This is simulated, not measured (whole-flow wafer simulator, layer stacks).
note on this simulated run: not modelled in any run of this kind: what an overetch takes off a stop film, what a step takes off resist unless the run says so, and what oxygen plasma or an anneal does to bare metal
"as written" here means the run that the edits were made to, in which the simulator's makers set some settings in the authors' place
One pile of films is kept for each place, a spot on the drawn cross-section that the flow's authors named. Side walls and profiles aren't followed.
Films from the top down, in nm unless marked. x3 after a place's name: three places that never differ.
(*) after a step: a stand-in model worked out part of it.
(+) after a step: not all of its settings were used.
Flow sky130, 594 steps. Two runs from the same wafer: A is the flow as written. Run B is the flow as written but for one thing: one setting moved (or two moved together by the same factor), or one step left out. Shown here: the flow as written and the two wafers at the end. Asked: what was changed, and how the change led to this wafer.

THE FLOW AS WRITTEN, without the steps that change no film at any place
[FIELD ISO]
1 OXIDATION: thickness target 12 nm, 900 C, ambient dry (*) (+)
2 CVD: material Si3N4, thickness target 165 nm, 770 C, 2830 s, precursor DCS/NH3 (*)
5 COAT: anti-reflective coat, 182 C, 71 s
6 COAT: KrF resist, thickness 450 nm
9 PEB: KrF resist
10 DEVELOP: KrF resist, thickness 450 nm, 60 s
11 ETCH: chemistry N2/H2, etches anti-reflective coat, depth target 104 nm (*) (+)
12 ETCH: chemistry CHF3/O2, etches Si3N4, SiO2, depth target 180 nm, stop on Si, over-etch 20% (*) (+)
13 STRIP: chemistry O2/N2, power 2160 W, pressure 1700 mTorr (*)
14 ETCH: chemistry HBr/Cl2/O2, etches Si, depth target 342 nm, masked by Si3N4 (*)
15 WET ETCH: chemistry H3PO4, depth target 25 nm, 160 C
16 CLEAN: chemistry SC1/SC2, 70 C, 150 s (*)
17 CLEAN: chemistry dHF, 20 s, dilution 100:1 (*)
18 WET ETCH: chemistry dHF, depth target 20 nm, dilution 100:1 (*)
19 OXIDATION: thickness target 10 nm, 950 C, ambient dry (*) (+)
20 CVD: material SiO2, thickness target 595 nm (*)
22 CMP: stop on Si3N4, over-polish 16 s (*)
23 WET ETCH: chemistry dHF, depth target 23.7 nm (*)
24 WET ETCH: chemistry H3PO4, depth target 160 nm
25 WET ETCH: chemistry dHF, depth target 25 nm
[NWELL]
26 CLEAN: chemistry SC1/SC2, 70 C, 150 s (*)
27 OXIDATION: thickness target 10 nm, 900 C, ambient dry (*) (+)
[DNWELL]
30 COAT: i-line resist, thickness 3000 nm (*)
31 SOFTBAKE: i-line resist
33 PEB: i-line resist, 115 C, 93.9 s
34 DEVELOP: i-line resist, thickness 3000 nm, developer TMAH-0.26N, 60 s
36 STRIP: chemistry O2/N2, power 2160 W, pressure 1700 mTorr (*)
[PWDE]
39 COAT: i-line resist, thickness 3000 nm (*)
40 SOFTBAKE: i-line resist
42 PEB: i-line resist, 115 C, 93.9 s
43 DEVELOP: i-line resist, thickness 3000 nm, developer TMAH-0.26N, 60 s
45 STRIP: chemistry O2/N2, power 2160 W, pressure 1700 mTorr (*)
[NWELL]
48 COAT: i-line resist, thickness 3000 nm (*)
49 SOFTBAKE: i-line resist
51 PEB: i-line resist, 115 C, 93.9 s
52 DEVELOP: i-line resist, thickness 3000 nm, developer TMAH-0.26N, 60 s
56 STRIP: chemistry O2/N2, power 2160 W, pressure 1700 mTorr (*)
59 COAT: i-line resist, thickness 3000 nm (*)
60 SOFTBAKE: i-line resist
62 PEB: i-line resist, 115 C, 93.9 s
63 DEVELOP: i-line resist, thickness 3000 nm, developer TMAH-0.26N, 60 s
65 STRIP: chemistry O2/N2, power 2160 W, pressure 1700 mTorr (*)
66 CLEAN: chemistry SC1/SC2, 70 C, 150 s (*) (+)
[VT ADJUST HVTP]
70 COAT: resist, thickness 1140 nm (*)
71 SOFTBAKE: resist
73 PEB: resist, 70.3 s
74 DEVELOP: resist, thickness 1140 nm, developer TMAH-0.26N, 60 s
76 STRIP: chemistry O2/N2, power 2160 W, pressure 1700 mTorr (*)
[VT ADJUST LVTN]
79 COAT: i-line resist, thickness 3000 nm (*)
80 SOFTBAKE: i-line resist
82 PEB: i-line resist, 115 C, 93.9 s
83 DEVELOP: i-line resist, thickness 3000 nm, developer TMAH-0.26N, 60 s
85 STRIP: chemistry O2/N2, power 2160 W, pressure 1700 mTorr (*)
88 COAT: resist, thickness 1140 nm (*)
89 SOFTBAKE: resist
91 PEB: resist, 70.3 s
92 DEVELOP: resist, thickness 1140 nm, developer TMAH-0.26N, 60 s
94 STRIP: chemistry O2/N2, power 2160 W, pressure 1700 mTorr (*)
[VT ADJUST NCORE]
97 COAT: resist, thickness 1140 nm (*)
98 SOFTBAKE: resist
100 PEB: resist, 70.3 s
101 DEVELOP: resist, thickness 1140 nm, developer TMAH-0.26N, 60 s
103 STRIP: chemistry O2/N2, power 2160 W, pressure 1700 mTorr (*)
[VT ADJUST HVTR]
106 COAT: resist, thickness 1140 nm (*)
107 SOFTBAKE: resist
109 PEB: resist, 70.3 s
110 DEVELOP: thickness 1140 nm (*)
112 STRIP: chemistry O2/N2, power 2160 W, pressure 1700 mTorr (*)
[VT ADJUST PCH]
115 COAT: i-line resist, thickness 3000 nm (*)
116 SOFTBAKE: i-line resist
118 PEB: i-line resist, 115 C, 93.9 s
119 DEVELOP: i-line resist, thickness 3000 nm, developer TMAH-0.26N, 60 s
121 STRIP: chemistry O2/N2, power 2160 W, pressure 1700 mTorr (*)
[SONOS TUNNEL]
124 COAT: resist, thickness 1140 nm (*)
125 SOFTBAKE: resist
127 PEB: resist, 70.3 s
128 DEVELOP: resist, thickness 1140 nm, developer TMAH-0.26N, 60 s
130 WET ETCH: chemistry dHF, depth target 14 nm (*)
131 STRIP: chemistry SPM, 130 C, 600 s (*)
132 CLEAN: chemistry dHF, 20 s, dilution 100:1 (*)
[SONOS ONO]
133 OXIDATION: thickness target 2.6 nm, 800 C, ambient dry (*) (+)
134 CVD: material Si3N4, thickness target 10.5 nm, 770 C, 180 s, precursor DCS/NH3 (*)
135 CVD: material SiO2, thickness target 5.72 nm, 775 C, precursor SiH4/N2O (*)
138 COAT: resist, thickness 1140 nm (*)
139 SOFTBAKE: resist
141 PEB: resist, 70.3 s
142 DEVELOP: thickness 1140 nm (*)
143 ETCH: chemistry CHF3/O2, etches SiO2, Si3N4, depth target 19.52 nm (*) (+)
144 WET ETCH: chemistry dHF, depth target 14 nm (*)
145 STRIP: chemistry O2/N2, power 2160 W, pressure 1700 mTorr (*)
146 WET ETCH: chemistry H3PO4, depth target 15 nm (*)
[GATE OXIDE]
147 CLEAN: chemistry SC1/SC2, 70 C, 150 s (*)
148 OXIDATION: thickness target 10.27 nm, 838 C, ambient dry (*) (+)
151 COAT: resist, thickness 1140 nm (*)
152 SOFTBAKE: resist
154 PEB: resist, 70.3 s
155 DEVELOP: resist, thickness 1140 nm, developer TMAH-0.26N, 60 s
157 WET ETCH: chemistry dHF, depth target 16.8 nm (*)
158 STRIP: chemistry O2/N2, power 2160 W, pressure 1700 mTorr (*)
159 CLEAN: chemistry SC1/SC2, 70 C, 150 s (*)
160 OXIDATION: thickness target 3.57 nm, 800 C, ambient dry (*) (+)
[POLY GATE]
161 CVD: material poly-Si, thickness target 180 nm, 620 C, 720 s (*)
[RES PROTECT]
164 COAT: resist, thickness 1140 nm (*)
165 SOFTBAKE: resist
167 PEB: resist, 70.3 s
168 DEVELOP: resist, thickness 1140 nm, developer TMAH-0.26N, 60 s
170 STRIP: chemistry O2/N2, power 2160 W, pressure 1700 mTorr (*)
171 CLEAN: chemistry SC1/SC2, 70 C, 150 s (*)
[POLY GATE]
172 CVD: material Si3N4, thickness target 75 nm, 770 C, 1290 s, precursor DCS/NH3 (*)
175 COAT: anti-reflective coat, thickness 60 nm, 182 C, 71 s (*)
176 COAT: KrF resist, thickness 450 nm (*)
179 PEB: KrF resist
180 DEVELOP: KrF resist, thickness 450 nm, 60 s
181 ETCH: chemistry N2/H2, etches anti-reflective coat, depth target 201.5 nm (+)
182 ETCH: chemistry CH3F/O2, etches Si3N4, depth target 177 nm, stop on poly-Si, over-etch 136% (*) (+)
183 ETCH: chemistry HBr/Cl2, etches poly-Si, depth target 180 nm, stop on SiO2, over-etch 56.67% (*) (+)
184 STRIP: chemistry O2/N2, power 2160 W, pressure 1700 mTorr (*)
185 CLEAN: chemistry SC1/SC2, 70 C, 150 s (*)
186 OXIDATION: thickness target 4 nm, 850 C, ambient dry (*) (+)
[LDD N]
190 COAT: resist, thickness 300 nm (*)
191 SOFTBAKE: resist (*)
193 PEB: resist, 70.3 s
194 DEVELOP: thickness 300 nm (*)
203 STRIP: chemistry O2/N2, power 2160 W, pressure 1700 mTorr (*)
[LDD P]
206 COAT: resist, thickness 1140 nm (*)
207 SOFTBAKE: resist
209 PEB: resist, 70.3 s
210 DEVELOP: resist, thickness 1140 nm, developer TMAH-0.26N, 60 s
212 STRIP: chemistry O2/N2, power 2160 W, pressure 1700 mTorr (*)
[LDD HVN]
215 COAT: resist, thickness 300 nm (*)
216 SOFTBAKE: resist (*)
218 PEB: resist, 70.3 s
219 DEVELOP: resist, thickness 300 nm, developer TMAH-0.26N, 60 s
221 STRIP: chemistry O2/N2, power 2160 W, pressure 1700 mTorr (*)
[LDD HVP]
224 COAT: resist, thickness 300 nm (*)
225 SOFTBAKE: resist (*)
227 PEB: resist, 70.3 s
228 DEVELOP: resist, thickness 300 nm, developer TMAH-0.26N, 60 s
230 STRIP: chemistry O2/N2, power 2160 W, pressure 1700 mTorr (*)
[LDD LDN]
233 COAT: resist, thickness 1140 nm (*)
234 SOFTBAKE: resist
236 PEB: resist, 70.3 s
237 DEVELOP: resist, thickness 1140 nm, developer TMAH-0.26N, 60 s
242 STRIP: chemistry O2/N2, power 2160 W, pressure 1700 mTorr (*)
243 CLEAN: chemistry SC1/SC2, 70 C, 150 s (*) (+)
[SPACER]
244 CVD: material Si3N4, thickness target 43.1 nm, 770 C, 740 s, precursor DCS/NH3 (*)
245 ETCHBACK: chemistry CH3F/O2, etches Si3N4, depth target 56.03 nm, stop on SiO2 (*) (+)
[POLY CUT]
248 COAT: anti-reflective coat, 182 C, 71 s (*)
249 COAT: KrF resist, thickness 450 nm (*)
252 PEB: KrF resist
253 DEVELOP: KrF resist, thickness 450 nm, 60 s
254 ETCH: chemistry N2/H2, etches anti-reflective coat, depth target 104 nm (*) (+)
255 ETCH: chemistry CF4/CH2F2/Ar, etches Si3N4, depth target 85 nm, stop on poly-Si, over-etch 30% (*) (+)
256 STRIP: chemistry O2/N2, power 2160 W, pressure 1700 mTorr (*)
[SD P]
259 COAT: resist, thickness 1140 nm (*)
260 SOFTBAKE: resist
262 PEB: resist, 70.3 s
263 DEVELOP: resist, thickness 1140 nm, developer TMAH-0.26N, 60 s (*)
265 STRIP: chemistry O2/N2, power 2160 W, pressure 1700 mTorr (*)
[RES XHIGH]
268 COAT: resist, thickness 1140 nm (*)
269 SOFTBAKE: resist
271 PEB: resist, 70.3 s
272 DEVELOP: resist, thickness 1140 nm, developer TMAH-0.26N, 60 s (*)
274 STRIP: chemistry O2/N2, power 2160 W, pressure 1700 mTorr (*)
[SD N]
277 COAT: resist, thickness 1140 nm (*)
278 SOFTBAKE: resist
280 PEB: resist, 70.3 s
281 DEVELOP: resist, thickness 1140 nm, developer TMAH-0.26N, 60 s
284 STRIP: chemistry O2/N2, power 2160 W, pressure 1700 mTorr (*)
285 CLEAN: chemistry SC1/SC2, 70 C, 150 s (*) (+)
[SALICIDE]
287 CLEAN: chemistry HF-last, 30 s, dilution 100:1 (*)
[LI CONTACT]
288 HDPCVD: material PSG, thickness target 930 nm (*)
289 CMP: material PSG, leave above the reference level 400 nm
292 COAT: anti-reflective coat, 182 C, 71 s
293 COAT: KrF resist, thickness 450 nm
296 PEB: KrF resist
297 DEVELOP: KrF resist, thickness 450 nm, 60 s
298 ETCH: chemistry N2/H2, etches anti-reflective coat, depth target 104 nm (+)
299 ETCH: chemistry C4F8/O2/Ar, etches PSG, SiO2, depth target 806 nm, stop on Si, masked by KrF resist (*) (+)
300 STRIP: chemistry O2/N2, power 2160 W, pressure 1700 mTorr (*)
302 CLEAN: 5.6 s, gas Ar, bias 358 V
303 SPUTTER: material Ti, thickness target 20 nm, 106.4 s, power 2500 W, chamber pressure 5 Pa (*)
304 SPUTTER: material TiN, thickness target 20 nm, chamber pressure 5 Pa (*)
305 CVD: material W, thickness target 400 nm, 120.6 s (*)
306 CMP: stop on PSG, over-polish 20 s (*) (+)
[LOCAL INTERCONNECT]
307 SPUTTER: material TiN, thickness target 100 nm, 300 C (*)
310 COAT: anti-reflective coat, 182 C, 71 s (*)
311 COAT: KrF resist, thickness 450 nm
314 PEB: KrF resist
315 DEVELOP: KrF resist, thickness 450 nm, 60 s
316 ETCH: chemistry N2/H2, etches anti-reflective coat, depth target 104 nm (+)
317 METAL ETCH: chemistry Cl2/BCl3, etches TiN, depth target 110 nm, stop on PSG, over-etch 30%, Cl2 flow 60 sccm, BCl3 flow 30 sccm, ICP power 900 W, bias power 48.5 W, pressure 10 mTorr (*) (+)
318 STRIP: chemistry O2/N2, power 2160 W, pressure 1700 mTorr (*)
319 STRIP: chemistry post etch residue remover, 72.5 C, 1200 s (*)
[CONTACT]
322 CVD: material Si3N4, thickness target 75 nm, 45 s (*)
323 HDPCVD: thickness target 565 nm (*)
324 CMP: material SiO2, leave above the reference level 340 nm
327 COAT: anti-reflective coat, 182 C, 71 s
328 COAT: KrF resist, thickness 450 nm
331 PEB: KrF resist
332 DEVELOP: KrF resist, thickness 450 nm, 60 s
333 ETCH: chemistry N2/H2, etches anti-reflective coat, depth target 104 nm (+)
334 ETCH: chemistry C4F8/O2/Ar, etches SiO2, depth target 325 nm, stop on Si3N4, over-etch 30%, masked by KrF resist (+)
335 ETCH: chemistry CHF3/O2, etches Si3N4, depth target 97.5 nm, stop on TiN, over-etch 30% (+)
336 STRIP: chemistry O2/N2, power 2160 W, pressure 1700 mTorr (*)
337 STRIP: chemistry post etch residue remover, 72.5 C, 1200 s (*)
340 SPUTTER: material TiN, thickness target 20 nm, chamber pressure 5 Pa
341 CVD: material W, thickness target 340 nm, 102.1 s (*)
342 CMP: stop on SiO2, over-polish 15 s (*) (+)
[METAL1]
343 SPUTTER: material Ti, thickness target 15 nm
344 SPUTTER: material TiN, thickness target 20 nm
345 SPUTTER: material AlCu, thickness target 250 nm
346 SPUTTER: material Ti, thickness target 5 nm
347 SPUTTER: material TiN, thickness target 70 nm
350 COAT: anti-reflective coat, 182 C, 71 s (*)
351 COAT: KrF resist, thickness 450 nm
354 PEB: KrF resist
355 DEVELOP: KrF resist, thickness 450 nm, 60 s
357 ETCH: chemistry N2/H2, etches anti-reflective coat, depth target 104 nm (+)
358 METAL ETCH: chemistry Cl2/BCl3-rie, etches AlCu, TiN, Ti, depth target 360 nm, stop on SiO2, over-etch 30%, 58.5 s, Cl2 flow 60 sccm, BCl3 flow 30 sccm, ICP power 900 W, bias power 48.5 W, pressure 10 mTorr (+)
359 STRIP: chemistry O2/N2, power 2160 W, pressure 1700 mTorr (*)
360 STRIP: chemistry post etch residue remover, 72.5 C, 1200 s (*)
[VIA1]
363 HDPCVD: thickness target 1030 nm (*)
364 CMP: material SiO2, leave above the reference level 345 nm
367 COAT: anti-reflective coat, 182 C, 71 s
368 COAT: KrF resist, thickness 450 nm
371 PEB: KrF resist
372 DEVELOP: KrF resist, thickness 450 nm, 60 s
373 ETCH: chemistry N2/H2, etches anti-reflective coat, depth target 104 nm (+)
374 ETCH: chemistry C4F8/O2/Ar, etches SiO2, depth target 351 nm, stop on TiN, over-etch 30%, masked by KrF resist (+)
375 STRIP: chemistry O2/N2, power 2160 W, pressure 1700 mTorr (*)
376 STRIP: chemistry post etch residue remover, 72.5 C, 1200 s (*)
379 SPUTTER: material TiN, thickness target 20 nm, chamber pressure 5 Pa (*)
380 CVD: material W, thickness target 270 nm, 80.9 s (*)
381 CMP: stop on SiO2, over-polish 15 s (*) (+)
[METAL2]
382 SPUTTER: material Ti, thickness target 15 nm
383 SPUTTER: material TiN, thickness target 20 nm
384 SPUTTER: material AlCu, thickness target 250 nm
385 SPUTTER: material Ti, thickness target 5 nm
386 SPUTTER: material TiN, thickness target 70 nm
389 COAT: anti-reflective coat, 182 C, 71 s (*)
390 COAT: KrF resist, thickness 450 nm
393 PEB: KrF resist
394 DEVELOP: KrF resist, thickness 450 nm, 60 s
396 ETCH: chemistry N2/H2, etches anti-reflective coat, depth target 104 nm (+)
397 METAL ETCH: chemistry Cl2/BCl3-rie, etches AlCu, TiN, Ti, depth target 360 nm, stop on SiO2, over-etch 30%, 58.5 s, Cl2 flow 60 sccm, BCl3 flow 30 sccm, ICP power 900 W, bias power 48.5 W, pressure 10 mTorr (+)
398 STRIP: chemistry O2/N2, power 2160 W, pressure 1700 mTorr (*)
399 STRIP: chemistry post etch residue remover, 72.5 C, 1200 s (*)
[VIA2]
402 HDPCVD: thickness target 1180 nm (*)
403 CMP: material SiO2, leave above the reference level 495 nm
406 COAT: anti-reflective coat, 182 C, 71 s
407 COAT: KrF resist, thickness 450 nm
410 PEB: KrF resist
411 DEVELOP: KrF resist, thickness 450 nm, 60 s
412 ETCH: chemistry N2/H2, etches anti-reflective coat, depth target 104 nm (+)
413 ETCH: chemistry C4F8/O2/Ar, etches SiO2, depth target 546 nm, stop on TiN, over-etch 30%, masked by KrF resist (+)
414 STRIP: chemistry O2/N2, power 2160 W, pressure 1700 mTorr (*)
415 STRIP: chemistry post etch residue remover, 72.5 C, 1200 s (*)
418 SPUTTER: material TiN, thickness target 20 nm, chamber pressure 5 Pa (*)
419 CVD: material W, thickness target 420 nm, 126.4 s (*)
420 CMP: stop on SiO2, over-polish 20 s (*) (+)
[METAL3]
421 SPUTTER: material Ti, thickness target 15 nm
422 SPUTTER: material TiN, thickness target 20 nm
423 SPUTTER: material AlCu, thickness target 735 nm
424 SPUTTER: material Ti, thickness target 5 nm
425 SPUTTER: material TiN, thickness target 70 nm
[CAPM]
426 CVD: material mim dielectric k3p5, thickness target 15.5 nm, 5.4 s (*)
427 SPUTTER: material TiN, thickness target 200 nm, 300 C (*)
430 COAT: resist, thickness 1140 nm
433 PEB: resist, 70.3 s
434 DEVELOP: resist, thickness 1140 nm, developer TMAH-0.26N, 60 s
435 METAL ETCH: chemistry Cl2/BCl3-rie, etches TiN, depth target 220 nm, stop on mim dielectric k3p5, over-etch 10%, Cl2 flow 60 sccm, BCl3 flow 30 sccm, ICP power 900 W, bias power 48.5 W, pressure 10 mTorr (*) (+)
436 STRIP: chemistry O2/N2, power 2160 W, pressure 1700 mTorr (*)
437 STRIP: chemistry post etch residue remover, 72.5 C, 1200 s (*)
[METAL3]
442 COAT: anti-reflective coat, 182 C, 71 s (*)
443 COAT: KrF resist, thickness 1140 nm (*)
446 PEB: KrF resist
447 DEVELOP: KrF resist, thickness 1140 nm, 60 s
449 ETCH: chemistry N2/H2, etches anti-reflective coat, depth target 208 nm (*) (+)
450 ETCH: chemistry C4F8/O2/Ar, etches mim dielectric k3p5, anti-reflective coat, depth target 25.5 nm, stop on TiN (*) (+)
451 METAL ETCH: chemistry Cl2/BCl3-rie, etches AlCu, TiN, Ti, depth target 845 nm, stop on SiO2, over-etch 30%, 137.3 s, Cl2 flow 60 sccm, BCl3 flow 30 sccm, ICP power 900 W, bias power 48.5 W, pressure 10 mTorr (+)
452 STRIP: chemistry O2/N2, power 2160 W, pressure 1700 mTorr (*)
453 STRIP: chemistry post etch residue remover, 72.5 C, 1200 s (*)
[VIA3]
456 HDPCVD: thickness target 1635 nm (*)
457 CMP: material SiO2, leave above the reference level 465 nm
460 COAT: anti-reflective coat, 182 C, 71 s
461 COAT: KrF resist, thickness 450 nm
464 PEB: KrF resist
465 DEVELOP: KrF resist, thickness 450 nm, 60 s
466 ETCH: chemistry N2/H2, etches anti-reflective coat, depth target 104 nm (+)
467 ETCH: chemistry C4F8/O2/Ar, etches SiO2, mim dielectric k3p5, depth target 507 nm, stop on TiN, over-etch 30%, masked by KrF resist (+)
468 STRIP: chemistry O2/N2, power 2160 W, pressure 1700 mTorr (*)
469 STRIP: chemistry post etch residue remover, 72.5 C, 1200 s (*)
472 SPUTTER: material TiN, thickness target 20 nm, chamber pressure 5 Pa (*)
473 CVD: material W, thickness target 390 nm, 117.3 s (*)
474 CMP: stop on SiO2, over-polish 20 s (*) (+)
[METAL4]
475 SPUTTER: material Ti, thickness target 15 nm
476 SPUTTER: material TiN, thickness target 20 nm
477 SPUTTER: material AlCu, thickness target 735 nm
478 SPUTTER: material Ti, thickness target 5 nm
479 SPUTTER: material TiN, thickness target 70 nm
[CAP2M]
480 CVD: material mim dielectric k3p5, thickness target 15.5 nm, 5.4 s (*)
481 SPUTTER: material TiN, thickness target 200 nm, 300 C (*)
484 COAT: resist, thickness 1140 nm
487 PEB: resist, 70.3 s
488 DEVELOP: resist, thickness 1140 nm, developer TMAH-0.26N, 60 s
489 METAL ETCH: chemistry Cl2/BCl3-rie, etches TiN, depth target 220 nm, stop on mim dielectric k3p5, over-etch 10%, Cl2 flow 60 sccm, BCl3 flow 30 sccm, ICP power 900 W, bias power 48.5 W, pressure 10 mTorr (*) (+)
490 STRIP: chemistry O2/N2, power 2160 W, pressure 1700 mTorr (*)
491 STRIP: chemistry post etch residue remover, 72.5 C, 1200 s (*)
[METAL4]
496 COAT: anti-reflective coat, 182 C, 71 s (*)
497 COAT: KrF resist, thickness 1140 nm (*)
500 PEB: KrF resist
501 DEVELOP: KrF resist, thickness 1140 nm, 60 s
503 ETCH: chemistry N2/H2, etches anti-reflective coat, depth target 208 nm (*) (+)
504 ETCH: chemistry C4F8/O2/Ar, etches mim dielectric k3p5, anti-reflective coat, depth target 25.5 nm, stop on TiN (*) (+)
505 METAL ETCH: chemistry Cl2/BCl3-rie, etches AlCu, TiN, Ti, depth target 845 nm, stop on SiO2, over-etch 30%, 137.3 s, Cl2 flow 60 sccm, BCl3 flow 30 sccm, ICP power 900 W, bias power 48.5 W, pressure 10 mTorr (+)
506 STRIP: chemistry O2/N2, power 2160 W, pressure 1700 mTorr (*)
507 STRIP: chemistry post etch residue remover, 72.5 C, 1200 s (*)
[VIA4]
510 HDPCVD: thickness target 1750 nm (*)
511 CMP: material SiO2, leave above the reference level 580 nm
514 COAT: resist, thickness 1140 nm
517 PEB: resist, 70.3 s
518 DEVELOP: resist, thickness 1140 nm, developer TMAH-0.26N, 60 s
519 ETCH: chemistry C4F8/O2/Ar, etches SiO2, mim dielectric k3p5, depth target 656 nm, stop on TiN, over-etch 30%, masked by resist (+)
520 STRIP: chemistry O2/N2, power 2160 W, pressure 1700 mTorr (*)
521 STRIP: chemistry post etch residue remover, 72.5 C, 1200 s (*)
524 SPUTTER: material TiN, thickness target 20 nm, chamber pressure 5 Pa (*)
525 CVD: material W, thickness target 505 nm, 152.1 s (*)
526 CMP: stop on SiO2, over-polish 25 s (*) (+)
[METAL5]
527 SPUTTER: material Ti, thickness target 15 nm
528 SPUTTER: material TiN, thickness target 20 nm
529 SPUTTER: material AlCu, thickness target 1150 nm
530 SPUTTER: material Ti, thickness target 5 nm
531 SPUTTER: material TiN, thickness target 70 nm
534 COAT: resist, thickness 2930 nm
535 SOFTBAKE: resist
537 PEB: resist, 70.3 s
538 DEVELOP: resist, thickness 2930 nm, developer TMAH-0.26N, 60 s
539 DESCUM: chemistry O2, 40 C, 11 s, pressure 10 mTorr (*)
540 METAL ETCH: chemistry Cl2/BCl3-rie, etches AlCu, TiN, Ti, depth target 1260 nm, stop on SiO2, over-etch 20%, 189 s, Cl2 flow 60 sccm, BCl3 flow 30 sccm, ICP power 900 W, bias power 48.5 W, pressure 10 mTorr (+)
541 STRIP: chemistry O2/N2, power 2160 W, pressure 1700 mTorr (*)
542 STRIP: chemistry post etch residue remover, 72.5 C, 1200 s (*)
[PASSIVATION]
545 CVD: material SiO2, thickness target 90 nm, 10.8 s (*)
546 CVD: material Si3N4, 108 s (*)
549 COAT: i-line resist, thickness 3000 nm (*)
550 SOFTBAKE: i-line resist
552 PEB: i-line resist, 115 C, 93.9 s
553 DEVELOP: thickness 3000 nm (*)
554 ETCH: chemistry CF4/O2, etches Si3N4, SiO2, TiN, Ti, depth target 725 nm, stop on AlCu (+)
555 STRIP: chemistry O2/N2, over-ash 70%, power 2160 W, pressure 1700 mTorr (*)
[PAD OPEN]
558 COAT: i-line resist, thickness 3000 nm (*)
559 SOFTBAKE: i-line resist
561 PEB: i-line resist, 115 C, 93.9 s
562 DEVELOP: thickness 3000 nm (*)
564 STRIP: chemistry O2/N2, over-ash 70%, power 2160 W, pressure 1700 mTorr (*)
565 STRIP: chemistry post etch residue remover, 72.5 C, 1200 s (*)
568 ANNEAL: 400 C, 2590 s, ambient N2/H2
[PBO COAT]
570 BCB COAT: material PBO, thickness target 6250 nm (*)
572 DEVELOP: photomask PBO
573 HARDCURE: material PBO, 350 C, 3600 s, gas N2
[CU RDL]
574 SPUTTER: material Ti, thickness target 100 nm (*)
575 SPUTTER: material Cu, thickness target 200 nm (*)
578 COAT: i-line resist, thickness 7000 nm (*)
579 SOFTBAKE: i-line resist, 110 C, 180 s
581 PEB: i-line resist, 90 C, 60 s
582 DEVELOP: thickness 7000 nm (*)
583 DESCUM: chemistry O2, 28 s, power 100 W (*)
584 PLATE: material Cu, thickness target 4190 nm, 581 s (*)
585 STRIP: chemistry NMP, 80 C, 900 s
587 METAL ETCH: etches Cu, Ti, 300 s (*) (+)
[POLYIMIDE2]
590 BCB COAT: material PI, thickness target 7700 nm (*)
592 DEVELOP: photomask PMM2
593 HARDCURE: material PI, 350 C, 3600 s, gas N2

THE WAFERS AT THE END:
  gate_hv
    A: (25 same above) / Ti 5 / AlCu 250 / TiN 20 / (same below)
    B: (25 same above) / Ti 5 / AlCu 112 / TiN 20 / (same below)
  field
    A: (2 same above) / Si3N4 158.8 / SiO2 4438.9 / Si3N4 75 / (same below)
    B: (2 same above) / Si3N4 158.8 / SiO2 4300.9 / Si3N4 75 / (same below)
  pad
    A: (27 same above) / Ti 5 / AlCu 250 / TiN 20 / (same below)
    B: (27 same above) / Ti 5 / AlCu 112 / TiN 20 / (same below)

The cause: step 345, SPUTTER: thickness target 112 nm was run, where the flow has thickness target 250 nm.
It can be read off the wafer: gate_hv has AlCu 112, and step 345 as written asks for 250 nm.

How the change led to this, step by step:
  345 SPUTTER: material AlCu, thickness target 250 nm
      field, active, n_well and 188 more: A AlCu +250 (new film) | B AlCu +112 (new film)
  358 METAL ETCH: chemistry Cl2/BCl3-rie, etches AlCu, TiN, Ti, depth target 360 nm, stop on SiO2, over-etch 30%, 58.5 s, Cl2 flow 60 sccm, BCl3 flow 30 sccm, ICP power 900 W, bias power 48.5 W, pressure 10 mTorr (+)
      field, active, gate and 81 more: A TiN -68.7 (all of it), Ti -5 (all of it), AlCu -250 (all of it), TiN -20 (all of it), Ti -15 (all of it), SiO2 -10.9 | B TiN -68.7 (all of it), Ti -5 (all of it), AlCu -112 (all of it), TiN -20 (all of it), Ti -15 (all of it), SiO2 -24.7
  364 CMP: material SiO2, leave above the reference level 345 nm
      field, active, gate and 81 more: A SiO2 -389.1 | B SiO2 -513.3
